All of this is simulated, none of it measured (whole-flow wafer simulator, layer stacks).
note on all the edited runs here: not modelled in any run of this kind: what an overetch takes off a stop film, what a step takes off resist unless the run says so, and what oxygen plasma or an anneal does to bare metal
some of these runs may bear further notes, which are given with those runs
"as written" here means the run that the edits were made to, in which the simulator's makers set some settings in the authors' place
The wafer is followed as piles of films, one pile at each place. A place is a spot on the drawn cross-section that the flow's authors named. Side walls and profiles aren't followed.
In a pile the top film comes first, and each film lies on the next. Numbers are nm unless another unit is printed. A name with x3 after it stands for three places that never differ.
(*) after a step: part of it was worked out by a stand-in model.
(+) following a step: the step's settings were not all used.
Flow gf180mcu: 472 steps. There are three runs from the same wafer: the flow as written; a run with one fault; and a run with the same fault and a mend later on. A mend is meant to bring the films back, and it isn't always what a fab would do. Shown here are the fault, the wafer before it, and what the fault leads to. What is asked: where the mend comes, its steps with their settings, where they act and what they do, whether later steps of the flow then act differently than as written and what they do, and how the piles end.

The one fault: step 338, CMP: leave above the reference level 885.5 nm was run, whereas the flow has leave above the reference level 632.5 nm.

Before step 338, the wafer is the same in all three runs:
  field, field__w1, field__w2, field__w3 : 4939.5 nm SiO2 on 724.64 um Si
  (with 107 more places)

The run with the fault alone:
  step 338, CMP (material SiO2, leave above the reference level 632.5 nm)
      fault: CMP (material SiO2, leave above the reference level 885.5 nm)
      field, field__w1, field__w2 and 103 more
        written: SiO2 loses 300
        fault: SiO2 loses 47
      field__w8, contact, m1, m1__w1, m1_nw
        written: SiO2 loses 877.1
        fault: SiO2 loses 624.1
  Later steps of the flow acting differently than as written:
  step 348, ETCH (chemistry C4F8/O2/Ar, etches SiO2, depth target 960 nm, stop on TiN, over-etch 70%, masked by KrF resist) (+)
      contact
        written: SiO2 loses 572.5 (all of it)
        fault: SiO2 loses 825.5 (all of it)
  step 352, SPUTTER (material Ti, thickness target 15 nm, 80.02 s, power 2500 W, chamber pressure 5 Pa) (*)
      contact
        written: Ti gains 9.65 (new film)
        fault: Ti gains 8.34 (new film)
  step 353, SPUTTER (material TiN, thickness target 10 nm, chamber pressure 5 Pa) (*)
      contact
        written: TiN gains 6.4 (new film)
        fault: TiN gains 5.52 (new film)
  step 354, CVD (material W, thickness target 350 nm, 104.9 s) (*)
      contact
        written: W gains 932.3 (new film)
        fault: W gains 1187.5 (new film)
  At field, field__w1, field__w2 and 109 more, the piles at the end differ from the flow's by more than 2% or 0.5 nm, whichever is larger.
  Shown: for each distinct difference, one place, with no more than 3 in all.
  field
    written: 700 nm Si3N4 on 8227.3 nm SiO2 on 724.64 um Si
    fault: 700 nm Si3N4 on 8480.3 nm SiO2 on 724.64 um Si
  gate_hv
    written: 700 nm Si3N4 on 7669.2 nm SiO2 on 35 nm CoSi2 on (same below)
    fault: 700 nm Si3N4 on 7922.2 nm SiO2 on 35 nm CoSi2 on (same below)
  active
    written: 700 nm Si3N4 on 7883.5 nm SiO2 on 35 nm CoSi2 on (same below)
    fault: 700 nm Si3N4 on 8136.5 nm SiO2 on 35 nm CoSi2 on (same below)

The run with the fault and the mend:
  After step 346 comes the mend.
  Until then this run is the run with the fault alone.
  step 346a, STRIP (chemistry O2/N2, power 2160 W, pressure 1700 mTorr) (*)
      field, field__w1, field__w2 and 107 more
        KrF resist loses 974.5 (all of it), anti-reflective coat loses 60 (all of it)
      contact
        anti-reflective coat loses 60 (all of it)
  step 346b, CMP (material SiO2, leave above the reference level 632.5 nm) (a further turn of the flow's step 338)
      field, field__w1, field__w2 and 108 more
        SiO2 loses 253
  step 346c, HMDS (120 C, 60 s) (a further turn of the flow's step 340)
      leaves every film unchanged at each place that is followed
  step 346d, COAT (anti-reflective coat, thickness 60 nm, 182 C, 71 s) (a further turn of the flow's step 341)
      field, field__w1, field__w2 and 108 more
        anti-reflective coat gains 60 (new film)
  step 346e, COAT (KrF resist, thickness 1000 nm) (a further turn of the flow's step 342)
      field, field__w1, field__w2 and 108 more
        KrF resist gains 1000 (new film)
  step 346f, SOFTBAKE (KrF resist) (a further turn of the flow's step 343)
      leaves every film unchanged at each place that is followed
  step 346g, EXPOSE (photomask Via3) (a further turn of the flow's step 344)
      leaves every film unchanged at each place that is followed
  step 346h, PEB (KrF resist, 135 C, 90 s) (a further turn of the flow's step 345)
      field, field__w1, field__w2 and 108 more
        KrF resist loses 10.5
  step 346i, DEVELOP (KrF resist, thickness 1000 nm, 60 s) (a further turn of the flow's step 346)
      field, field__w1, field__w2 and 107 more
        KrF resist loses 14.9
      contact
        KrF resist loses 989.5 (all of it)
  Every later step of the flow that is run acts as written at every place that is followed.
  At every place that both follow, the piles at the end match the flow's.
